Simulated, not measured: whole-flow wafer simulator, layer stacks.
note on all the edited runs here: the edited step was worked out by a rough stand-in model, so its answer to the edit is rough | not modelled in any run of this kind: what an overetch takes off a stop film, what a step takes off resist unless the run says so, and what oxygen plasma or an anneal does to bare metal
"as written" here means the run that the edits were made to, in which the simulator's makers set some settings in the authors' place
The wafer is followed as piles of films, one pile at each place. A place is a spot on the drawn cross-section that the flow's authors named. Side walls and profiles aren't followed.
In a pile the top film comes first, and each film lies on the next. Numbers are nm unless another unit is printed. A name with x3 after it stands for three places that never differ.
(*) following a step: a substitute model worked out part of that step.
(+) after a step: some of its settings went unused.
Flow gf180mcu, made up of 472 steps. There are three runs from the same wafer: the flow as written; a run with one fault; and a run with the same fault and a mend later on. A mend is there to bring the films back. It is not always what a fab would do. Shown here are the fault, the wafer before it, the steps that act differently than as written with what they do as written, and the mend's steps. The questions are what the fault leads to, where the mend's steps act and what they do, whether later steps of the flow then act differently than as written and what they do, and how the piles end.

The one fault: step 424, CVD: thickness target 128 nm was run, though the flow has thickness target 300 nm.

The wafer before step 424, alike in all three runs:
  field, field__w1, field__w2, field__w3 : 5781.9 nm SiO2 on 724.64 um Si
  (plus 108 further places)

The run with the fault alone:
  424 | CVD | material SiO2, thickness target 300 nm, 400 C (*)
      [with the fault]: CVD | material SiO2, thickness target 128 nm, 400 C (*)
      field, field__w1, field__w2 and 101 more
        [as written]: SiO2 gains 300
        [with the fault]: SiO2 gains 128
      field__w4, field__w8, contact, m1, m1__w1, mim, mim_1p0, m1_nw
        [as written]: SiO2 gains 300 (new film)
        [with the fault]: SiO2 gains 128 (new film)
  Later steps of the flow acting differently than as written:
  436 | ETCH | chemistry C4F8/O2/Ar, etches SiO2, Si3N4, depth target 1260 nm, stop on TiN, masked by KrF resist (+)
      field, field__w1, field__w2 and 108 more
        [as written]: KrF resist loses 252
        [with the fault]: KrF resist loses 209.8
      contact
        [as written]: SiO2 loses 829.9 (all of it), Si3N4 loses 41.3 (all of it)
        [with the fault]: SiO2 loses 657.9 (all of it), Si3N4 loses 41.3 (all of it)
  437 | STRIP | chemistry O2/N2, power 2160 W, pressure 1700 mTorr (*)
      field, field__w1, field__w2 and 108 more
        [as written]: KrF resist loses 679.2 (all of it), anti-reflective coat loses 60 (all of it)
        [with the fault]: KrF resist loses 721.4 (all of it), anti-reflective coat loses 60 (all of it)
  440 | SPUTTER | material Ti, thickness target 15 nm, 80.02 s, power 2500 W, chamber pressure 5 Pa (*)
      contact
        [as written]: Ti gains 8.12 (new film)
        [with the fault]: Ti gains 8.97 (new film)
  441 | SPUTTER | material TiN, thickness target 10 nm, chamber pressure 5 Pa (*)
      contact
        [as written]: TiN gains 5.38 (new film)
        [with the fault]: TiN gains 5.95 (new film)
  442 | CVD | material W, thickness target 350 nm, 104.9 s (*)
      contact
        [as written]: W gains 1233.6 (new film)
        [with the fault]: W gains 1060.2 (new film)
  By the end, the piles at field, field__w1, field__w2 and 109 more depart from the flow's by more than 2% or 0.5 nm, whichever is larger.
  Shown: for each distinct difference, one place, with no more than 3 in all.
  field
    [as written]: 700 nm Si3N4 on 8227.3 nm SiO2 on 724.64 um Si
    [with the fault]: 700 nm Si3N4 on 8055.3 nm SiO2 on 724.64 um Si
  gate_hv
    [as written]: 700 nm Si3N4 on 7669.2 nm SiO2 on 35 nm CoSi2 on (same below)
    [with the fault]: 700 nm Si3N4 on 7497.2 nm SiO2 on 35 nm CoSi2 on (same below)
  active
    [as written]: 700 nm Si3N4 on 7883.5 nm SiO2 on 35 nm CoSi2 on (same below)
    [with the fault]: 700 nm Si3N4 on 7711.5 nm SiO2 on 35 nm CoSi2 on (same below)

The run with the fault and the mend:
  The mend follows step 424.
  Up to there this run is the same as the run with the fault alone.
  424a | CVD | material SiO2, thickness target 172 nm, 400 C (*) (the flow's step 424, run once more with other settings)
      field, field__w1, field__w2 and 109 more
        SiO2 gains 172
  Every later step of the flow that is run acts as written at every place that is followed.
  The piles end the same as the flow's at every place that both follow.
